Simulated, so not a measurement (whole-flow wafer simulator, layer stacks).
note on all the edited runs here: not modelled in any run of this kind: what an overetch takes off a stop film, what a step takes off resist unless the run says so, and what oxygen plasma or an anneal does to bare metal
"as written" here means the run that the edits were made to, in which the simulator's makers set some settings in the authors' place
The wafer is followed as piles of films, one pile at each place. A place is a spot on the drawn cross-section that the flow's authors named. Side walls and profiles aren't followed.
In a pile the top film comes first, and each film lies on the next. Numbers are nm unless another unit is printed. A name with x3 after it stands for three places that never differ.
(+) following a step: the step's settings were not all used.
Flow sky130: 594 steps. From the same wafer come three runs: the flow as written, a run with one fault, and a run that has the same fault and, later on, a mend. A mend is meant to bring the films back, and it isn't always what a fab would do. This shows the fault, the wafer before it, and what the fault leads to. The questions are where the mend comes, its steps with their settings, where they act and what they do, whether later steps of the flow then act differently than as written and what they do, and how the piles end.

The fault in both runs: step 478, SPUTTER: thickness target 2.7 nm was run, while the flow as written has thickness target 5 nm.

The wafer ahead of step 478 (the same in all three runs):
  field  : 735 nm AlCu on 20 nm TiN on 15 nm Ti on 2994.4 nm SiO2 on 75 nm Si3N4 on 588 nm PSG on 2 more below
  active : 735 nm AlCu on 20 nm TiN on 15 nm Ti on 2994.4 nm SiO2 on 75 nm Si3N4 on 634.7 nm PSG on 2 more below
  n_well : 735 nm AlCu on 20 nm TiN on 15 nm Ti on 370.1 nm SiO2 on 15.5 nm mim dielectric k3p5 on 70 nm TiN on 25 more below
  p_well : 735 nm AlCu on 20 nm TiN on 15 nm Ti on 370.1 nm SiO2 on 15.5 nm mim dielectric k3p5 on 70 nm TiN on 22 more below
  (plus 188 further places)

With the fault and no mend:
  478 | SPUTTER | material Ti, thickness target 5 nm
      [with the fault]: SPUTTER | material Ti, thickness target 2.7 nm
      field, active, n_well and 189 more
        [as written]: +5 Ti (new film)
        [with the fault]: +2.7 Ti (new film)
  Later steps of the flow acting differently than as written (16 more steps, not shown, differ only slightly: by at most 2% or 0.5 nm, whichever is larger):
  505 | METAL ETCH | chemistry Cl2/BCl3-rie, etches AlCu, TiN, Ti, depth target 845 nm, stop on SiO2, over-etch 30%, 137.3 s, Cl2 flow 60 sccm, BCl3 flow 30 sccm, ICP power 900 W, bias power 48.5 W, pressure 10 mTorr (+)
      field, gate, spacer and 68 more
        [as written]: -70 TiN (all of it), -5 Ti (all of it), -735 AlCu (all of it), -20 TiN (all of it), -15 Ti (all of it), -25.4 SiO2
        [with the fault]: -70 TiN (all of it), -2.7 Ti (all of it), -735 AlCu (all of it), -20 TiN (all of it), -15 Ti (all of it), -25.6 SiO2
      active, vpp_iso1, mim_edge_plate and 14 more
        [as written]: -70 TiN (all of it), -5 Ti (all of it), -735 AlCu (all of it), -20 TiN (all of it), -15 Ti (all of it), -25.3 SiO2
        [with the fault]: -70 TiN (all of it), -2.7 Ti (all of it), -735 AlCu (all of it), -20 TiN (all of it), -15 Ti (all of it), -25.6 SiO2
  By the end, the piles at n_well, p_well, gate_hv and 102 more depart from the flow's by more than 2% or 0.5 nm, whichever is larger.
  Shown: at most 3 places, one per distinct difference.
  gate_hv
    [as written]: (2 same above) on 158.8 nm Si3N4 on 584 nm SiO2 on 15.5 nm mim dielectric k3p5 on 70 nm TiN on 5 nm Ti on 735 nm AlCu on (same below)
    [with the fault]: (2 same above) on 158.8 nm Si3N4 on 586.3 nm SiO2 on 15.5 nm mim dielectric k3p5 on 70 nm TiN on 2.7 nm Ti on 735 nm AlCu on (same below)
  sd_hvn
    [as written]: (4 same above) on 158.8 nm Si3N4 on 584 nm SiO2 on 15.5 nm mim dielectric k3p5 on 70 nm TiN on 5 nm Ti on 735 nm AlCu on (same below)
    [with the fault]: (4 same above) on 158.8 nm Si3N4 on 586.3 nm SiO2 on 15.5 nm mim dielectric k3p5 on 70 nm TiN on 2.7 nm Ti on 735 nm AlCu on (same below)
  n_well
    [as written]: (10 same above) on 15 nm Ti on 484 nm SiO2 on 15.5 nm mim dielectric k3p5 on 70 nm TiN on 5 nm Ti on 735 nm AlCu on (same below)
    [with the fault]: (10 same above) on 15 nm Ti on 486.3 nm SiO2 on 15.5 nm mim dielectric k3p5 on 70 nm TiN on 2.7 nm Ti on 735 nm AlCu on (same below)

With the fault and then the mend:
  The mend follows step 478.
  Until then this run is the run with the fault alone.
  478a | SPUTTER | material Ti, thickness target 2.3 nm (the flow's step 478, run once more with other settings)
      field, active, n_well and 189 more
        +2.3 Ti
  None of the later steps of the flow acts differently than as written at any place that is followed.
  At every place that both follow, the piles at the end match the flow's.
